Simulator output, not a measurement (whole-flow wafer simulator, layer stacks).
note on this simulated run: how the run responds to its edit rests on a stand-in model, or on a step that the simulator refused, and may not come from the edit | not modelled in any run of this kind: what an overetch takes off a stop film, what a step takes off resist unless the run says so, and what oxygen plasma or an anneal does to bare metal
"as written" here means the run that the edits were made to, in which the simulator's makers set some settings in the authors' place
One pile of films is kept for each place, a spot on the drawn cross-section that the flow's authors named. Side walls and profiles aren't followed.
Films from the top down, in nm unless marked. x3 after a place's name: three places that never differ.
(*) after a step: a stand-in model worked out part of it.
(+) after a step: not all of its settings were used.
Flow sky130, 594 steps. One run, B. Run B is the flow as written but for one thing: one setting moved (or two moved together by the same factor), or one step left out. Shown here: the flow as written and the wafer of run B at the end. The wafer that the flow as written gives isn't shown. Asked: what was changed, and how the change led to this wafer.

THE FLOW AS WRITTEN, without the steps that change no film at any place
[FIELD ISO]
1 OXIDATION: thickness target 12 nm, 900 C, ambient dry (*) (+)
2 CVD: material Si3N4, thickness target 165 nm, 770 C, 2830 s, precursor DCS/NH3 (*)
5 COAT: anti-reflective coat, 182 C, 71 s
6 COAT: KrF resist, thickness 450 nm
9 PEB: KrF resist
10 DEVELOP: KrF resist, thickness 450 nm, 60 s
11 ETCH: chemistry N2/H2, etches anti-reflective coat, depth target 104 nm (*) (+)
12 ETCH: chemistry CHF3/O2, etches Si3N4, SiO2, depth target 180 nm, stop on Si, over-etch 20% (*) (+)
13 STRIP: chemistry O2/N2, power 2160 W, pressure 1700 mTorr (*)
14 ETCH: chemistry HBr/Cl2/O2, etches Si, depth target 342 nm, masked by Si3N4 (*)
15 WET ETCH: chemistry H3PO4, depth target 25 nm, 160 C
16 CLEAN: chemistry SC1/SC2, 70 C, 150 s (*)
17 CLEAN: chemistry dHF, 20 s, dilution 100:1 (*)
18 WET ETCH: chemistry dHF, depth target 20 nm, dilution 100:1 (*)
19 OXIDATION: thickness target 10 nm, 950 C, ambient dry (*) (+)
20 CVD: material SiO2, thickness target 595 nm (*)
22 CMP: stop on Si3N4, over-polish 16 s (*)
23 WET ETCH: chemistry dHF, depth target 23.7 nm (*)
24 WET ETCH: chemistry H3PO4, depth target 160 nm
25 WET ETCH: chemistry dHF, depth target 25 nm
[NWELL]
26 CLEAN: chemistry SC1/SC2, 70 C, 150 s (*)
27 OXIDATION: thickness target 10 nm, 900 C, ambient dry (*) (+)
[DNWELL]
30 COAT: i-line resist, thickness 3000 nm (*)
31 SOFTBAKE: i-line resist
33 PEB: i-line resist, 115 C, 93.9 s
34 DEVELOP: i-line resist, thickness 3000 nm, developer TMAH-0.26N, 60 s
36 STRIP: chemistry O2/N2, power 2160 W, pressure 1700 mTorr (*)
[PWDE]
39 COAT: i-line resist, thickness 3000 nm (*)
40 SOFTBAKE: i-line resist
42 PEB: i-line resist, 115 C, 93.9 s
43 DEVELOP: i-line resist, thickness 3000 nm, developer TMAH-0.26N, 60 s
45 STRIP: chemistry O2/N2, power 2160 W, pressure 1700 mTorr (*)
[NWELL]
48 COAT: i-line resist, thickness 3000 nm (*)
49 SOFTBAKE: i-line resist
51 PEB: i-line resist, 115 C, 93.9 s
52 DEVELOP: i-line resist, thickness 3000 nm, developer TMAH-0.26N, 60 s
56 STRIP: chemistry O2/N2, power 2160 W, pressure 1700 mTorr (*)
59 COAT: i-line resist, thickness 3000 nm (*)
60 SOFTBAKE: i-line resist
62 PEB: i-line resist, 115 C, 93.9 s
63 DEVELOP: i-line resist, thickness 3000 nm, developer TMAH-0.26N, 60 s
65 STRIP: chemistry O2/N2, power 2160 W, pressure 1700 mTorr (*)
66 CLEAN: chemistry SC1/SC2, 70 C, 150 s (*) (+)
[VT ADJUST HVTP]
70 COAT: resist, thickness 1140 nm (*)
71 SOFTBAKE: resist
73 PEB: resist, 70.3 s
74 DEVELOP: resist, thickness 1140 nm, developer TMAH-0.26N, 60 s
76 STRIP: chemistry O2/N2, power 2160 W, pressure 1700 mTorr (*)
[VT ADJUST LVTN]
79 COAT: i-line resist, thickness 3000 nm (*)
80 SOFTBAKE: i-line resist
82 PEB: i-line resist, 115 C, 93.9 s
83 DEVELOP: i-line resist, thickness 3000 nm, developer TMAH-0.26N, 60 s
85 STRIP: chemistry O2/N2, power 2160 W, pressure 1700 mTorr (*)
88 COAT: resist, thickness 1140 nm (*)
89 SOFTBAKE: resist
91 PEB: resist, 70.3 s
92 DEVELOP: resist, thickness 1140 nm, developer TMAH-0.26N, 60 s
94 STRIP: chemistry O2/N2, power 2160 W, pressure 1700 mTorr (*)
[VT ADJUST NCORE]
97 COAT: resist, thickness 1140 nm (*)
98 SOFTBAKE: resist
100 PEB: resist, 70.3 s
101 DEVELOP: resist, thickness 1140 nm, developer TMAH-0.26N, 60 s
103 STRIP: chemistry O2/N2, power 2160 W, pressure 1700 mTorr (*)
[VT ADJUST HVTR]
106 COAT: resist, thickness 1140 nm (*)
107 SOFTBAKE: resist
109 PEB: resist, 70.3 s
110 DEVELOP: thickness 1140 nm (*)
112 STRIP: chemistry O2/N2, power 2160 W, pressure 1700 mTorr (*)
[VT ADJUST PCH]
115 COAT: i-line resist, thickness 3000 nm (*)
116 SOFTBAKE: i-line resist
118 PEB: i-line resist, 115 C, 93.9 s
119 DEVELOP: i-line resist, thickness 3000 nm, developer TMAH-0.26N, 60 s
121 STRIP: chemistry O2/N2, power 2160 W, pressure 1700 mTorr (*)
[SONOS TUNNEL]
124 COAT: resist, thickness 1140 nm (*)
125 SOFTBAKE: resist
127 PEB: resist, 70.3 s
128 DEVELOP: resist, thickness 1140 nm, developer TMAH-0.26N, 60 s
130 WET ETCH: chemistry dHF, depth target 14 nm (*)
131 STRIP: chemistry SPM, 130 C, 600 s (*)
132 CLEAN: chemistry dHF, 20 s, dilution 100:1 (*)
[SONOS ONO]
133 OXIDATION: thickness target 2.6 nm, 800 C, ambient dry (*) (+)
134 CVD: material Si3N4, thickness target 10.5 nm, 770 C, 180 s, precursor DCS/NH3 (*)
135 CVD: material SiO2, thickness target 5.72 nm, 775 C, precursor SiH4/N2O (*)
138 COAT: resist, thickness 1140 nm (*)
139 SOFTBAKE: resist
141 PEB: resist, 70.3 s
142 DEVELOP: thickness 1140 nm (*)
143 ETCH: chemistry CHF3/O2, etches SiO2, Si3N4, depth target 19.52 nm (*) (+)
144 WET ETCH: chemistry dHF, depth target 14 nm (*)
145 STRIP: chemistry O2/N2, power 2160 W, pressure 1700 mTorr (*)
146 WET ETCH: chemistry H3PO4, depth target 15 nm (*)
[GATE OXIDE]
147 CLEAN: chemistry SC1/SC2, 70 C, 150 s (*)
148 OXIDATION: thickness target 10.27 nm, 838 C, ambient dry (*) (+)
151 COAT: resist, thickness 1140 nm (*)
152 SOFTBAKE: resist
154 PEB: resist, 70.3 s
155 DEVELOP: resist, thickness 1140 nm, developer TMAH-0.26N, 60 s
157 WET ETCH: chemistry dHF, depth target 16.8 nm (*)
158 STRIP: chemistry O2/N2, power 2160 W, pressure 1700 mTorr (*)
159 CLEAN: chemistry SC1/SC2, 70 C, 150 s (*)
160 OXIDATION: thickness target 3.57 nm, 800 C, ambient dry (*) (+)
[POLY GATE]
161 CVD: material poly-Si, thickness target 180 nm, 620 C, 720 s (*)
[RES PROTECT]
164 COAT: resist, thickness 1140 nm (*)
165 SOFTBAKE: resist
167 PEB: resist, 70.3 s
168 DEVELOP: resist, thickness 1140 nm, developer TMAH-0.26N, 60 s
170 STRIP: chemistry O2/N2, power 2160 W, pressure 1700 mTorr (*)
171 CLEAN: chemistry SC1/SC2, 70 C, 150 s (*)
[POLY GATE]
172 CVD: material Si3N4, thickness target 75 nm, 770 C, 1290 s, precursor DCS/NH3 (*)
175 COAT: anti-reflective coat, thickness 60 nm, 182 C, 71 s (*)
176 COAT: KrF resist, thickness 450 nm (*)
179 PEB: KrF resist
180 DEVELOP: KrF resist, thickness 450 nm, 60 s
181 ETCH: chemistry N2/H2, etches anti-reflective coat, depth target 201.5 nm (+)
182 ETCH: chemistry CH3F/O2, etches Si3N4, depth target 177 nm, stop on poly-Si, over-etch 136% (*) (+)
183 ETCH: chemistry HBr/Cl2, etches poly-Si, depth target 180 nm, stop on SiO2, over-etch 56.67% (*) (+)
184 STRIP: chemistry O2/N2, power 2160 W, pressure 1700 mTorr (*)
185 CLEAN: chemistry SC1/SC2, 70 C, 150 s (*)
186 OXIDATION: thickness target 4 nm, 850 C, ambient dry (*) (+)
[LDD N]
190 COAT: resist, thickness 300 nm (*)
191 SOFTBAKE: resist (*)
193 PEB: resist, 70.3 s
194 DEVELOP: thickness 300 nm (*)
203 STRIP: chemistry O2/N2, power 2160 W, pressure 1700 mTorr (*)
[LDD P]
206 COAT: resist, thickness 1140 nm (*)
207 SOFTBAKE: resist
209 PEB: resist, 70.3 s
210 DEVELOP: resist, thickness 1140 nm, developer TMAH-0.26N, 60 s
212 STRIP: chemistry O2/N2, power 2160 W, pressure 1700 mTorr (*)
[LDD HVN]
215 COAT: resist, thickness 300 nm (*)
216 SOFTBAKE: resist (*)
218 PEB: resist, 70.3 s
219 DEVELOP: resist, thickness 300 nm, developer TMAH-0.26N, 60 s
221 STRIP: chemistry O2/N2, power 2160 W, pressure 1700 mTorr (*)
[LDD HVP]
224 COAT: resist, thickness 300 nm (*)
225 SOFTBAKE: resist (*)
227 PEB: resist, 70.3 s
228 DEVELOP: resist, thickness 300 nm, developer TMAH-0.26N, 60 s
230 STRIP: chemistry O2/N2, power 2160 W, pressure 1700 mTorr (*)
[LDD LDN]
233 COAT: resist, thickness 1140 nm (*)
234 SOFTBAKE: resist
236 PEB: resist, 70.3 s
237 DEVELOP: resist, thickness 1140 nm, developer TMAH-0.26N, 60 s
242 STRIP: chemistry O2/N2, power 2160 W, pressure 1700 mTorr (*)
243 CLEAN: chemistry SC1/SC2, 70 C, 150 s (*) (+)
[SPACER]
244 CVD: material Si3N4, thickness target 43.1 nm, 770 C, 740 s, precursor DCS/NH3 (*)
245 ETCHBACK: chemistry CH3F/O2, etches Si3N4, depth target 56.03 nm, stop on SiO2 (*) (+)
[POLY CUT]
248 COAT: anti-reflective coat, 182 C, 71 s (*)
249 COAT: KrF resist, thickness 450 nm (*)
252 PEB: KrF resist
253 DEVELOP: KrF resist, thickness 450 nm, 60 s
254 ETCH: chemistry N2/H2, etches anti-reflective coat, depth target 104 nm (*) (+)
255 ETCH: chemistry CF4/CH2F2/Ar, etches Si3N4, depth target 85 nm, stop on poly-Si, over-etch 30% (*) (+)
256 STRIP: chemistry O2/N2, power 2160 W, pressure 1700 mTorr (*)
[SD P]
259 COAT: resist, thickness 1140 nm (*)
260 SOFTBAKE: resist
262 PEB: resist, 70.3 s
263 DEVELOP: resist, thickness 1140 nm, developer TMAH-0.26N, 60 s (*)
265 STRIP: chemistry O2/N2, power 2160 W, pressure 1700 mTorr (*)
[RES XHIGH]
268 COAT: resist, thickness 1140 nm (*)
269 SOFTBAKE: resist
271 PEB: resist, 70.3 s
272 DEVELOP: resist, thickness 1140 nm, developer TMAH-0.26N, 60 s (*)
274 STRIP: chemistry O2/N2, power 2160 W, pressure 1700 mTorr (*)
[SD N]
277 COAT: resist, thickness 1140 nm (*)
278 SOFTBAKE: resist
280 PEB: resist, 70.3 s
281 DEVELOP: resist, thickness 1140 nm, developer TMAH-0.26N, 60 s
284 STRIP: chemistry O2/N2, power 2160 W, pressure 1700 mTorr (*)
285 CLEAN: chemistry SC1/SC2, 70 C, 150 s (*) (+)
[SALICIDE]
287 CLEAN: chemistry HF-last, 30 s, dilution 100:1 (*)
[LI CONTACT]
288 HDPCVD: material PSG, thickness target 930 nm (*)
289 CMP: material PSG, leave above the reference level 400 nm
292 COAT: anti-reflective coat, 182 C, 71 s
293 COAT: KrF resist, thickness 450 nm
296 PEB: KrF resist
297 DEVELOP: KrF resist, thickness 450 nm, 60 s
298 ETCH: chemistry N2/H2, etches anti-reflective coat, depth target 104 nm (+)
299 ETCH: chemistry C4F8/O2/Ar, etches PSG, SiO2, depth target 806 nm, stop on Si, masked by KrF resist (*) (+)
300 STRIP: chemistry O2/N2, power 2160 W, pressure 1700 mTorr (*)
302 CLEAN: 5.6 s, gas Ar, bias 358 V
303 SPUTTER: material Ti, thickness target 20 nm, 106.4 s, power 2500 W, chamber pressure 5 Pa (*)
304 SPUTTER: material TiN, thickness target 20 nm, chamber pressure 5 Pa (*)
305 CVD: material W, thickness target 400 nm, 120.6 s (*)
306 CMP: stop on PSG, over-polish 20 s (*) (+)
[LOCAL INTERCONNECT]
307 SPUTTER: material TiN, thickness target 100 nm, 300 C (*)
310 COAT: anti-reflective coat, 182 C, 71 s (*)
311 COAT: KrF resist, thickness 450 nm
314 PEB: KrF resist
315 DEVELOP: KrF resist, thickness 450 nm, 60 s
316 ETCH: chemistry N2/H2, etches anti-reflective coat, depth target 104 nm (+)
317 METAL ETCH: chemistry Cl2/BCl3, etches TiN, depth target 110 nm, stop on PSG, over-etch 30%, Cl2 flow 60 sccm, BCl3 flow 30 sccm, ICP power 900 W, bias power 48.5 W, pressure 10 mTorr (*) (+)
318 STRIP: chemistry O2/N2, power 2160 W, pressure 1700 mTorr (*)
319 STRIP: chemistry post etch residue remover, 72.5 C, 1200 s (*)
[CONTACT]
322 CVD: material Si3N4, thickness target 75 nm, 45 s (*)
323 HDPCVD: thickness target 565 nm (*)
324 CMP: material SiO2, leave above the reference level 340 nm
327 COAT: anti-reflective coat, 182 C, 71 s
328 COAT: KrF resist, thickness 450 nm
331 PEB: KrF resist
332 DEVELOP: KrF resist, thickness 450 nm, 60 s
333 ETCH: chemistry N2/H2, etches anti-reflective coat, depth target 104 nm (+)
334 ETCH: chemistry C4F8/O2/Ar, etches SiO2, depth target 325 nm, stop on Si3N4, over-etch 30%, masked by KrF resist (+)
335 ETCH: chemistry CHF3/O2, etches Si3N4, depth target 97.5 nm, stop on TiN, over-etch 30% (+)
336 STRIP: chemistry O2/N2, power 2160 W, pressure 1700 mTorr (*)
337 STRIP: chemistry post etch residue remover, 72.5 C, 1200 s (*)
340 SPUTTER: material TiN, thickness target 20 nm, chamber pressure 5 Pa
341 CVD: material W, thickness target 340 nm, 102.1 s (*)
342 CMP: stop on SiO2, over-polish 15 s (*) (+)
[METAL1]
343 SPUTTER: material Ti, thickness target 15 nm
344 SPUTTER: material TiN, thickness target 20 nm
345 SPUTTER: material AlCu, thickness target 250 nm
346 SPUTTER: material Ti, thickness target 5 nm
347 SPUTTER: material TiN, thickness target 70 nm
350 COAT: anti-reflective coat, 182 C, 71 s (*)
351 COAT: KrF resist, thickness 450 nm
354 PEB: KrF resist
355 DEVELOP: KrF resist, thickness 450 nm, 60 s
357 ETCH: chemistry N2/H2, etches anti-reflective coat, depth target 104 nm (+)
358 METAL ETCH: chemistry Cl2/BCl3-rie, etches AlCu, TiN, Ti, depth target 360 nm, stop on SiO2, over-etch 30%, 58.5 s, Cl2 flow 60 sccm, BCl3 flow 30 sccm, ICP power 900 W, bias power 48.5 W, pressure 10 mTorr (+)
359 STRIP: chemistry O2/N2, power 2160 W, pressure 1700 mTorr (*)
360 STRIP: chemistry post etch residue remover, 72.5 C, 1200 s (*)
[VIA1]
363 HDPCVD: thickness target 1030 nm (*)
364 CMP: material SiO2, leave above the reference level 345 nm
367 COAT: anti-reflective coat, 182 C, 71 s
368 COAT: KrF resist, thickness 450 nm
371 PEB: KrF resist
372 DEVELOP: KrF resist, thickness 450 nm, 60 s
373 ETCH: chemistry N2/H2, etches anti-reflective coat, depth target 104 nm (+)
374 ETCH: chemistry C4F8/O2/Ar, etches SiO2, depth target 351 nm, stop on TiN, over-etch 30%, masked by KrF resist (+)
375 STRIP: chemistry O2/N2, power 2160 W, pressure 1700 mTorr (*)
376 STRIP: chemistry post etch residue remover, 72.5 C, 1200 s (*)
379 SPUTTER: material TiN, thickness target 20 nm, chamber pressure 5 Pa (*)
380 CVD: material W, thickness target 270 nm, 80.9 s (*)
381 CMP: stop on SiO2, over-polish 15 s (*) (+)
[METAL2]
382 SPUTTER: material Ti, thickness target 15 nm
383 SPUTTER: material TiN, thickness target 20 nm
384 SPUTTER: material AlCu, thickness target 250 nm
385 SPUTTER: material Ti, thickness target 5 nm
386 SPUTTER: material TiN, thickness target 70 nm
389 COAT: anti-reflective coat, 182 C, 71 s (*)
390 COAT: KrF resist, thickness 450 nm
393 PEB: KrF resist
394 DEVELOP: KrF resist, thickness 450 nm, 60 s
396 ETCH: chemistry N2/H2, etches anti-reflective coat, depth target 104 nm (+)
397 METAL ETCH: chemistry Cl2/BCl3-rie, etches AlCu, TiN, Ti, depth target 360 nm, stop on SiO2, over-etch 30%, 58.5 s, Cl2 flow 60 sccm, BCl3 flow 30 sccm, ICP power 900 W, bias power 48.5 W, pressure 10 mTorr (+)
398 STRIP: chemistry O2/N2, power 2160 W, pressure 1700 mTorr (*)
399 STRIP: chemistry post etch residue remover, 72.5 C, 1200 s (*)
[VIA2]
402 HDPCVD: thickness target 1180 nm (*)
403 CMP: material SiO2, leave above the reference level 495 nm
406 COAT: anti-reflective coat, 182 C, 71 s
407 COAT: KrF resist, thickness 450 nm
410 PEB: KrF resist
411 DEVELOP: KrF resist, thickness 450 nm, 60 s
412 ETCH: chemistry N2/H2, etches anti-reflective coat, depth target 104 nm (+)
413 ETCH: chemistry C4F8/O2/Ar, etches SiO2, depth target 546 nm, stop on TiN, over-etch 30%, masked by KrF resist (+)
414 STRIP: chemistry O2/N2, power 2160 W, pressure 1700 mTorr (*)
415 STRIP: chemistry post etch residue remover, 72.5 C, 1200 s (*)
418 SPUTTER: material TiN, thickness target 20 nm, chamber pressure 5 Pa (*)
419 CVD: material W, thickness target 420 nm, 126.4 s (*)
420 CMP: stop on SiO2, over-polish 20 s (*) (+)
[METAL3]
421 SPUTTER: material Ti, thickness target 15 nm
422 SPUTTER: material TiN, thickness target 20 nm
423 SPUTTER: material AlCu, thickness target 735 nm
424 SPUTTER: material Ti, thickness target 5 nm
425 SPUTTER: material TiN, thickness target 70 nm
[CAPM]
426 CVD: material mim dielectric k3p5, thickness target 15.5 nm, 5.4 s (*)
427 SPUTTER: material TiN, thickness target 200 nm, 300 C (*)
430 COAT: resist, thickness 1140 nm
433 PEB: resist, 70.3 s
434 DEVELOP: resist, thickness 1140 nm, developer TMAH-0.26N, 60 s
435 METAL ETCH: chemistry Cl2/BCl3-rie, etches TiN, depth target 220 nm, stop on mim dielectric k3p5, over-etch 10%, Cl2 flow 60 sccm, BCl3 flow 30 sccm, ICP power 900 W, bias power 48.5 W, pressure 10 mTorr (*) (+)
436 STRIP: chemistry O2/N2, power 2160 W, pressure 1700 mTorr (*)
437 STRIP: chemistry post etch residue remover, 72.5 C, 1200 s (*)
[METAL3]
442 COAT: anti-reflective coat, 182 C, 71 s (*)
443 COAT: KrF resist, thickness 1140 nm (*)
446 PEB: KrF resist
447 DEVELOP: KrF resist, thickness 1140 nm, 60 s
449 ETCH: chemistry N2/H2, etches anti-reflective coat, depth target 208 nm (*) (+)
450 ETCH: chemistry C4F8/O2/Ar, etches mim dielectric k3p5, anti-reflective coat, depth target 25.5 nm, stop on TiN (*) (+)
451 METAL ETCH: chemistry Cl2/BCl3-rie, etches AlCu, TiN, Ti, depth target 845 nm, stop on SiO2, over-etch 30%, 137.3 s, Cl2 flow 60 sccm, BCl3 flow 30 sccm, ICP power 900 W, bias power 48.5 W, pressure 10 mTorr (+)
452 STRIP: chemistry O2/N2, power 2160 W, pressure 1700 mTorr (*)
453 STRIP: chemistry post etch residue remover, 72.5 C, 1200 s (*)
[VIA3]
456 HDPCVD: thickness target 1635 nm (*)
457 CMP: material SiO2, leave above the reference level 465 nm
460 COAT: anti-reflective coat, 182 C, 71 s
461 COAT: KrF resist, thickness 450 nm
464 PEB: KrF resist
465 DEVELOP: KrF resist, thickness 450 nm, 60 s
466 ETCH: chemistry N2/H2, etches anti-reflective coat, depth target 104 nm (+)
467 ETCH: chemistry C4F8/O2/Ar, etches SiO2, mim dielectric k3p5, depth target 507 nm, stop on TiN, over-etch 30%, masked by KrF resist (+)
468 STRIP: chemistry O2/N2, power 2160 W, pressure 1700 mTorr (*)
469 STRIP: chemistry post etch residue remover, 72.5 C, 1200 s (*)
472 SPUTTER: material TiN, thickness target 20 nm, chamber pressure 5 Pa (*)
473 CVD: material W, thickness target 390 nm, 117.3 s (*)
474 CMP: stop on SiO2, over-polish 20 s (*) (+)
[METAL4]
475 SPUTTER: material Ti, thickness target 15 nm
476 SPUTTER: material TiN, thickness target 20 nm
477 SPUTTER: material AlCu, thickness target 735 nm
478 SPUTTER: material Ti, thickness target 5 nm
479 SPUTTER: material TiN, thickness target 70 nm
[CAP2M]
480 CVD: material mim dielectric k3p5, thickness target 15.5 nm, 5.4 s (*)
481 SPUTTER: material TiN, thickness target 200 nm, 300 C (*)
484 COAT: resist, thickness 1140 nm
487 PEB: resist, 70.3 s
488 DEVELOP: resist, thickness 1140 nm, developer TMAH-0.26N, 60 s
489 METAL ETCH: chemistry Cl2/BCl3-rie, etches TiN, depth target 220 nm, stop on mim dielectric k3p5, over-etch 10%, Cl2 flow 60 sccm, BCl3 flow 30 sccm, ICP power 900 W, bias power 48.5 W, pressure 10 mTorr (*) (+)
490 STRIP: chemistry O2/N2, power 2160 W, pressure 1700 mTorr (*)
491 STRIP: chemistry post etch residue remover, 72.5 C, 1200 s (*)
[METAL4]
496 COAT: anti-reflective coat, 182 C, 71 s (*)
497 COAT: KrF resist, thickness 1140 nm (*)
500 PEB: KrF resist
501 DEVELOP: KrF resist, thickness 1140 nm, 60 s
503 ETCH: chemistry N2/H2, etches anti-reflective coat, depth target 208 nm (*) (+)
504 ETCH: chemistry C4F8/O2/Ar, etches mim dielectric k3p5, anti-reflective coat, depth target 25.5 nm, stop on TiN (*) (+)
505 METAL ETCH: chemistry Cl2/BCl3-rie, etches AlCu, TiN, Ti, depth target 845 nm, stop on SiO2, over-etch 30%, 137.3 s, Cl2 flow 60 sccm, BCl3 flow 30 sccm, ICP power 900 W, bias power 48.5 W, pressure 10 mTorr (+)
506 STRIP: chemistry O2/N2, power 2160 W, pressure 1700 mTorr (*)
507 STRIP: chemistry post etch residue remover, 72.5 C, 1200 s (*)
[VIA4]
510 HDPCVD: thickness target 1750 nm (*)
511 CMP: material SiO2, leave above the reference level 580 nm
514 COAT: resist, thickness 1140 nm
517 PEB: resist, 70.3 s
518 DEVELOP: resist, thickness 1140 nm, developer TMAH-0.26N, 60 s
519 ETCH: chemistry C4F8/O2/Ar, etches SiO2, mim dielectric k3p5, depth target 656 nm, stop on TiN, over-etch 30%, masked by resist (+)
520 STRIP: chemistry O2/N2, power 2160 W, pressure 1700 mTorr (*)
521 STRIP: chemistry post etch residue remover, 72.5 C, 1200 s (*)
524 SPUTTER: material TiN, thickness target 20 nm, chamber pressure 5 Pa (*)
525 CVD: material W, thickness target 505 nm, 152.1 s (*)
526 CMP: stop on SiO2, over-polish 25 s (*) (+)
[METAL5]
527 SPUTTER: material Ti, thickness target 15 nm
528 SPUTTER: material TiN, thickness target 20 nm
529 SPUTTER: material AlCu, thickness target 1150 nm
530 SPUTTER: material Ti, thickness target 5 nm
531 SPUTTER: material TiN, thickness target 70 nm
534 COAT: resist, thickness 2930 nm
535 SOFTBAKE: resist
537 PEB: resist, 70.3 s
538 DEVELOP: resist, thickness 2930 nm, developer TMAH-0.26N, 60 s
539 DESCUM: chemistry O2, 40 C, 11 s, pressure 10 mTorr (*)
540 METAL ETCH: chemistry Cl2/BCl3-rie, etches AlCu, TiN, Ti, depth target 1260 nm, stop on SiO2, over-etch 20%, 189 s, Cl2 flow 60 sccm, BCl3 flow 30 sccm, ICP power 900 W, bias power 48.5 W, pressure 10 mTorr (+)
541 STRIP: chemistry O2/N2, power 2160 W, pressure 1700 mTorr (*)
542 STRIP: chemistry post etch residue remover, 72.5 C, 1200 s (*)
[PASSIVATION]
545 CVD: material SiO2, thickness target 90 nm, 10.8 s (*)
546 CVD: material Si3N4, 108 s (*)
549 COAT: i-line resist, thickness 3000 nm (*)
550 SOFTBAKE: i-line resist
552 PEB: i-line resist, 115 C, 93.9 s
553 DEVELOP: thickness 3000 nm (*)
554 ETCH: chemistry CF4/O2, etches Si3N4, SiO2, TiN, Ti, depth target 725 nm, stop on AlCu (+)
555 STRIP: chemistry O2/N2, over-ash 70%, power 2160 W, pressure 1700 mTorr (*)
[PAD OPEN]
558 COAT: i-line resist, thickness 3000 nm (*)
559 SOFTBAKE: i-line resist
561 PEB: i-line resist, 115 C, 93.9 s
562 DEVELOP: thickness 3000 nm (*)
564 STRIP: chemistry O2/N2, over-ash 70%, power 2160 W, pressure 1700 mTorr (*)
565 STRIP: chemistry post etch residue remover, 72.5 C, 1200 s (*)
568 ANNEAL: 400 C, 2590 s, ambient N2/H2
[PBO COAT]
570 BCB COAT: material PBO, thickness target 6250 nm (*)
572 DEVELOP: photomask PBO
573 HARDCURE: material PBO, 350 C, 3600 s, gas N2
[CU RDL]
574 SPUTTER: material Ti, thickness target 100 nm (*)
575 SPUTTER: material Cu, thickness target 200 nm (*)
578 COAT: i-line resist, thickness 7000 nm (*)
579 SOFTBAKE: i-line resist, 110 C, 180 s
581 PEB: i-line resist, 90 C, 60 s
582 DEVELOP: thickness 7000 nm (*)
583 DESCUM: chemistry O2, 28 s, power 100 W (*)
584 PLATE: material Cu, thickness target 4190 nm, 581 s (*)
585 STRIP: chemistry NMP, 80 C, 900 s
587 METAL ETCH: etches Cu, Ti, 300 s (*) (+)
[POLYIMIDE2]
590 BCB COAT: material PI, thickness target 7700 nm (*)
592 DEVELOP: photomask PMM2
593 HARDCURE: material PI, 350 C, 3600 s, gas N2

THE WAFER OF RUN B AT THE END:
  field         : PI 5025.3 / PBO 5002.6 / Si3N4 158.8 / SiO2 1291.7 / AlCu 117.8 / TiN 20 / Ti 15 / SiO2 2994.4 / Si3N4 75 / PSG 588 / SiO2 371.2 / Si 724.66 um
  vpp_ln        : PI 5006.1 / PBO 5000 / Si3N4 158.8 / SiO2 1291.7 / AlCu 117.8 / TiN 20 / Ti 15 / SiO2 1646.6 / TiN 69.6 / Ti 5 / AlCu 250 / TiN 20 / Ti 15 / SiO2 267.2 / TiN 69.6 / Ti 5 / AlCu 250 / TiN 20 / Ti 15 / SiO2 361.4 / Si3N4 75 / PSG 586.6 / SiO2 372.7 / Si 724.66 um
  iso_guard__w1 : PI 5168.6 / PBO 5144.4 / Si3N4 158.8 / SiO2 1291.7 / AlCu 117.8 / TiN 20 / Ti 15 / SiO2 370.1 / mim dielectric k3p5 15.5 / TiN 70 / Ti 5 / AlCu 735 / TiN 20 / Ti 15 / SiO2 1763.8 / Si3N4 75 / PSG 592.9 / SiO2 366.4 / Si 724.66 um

The cause: step 505, METAL ETCH: depth target 528.1 nm was run, where the flow has depth target 845 nm; step 505, METAL ETCH: 85.8 s was run, where the flow has 137.3 s.

How the change led to this, step by step:
  505 METAL ETCH: chemistry Cl2/BCl3-rie, etches AlCu, TiN, Ti, depth target 845 nm, stop on SiO2, over-etch 30%, 137.3 s, Cl2 flow 60 sccm, BCl3 flow 30 sccm, ICP power 900 W, bias power 48.5 W, pressure 10 mTorr (+)
      field, gate, spacer and 68 more: TiN -70 (all of it), Ti -5 (all of it), AlCu -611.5 (as written it would be: TiN -70 (all of it), Ti -5 (all of it), AlCu -735 (all of it), TiN -20 (all of it), Ti -15 (all of it), SiO2 -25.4)
      active, vpp_iso1, mim_edge_plate and 14 more: TiN -70 (all of it), Ti -5 (all of it), AlCu -611.5 (as written it would be: TiN -70 (all of it), Ti -5 (all of it), AlCu -735 (all of it), TiN -20 (all of it), Ti -15 (all of it), SiO2 -25.3)
      (and at 105 more places)
  506 STRIP: chemistry O2/N2, power 2160 W, pressure 1700 mTorr (*)
      gate_hv, mim, dice_street and 76 more: KrF resist -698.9 (all of it), anti-reflective coat -80 (all of it) (as written it would be: KrF resist -492.9 (all of it), anti-reflective coat -80 (all of it))
      n_well, p_well, sd_n, sd_p, pad, mim_edge_plate_strap, mim_edge_gap_sheet: KrF resist -698.8 (all of it), anti-reflective coat -80 (all of it) (as written it would be: KrF resist -492.9 (all of it), anti-reflective coat -80 (all of it))
      (and at 19 more places)
  507 STRIP: chemistry post etch residue remover, 72.5 C, 1200 s (*)
      field, active, gate and 85 more: AlCu -5.72 (as written it would be: nothing)
  510 HDPCVD: thickness target 1750 nm (*)
      field, active, gate and 85 more: SiO2 +1750 (new film) (as written it would be: SiO2 +1750)
  511 CMP: material SiO2, leave above the reference level 580 nm
      field, active, gate and 77 more: SiO2 -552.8 (as written it would be: SiO2 -374.7)
      iso_guard__w1, mim_edge_gap, vpp_l1ln, vpp_m3ln, rpm_encl, via2_enc, rpm_encl_psd, iso_guard_nsd_tip: SiO2 -552.8 (as written it would be: SiO2 -374.6)
Counting metal films that touch as one body, field has 1 body; the flow as written gives 0 bodies.
Counting metal films that touch as one body, vpp_ln has 3 bodies (between them, from the top down: SiO2 1646.6; SiO2 267.2); the flow as written gives 2 bodies (between them, from the top down: SiO2 267.2).
Counting metal films that touch as one body, iso_guard__w1 has 2 bodies (between them, from the top down: SiO2 370.1 / mim dielectric k3p5 15.5); the flow as written gives 1 body.
